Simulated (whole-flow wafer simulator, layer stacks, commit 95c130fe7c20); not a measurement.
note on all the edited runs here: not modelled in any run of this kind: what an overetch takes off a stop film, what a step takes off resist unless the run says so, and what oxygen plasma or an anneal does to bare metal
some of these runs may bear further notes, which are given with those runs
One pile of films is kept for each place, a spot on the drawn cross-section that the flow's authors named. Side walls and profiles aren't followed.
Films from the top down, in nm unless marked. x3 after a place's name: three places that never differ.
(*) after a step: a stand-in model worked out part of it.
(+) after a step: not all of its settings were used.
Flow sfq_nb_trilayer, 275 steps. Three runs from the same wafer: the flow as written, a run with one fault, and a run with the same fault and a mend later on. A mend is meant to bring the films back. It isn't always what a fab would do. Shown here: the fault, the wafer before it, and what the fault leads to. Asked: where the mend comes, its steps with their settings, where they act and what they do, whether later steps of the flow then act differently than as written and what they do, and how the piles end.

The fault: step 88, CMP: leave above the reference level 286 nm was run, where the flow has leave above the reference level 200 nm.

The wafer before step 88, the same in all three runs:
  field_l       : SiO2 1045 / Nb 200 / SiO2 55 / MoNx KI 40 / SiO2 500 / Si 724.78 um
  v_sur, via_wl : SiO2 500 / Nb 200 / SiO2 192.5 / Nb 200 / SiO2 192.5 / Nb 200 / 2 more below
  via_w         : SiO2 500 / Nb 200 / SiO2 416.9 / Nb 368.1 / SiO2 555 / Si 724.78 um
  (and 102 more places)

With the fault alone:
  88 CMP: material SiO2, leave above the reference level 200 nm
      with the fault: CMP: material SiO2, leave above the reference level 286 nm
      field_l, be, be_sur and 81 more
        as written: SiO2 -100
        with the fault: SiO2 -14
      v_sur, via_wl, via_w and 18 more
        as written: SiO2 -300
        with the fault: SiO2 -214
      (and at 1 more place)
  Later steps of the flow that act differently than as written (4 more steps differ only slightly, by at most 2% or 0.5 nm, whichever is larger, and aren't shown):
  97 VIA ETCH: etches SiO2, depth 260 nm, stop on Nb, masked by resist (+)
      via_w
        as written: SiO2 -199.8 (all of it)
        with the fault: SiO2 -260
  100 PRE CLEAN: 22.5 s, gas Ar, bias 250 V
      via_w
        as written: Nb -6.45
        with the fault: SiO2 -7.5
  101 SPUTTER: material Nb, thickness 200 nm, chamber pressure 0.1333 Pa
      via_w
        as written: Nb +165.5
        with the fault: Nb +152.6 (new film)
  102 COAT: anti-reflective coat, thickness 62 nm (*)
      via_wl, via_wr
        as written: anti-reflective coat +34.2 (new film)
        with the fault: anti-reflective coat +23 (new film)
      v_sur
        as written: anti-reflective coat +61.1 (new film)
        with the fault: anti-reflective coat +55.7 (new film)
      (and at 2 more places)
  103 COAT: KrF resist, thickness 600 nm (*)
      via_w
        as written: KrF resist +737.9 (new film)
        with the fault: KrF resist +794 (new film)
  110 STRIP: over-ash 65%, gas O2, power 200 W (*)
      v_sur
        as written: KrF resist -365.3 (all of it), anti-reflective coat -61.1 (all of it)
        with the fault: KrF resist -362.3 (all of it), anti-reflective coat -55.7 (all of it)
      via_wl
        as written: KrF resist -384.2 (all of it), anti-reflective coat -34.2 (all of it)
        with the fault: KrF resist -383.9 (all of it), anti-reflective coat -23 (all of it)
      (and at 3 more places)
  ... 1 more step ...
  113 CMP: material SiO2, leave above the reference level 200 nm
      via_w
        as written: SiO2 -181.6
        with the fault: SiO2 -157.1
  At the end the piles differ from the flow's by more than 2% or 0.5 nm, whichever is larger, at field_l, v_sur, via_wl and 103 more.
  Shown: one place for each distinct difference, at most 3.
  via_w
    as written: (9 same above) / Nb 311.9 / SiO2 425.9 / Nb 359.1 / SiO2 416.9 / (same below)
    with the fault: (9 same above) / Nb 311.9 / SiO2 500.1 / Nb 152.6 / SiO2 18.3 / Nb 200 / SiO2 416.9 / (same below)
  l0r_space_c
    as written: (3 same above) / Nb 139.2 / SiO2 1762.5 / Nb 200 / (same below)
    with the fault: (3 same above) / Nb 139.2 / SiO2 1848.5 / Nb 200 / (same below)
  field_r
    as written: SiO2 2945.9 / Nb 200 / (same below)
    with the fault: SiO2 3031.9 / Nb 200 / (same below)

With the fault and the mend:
  The mend comes after step 89.
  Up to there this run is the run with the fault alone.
  89a CMP: material SiO2, leave above the reference level 200 nm (the flow's step 88 once more)
      field_l, v_sur, via_wl and 103 more
        SiO2 -86
  No later step of the flow acts differently than as written at any place that is followed.
  At the end the piles are the same as the flow's at every place that both follow.
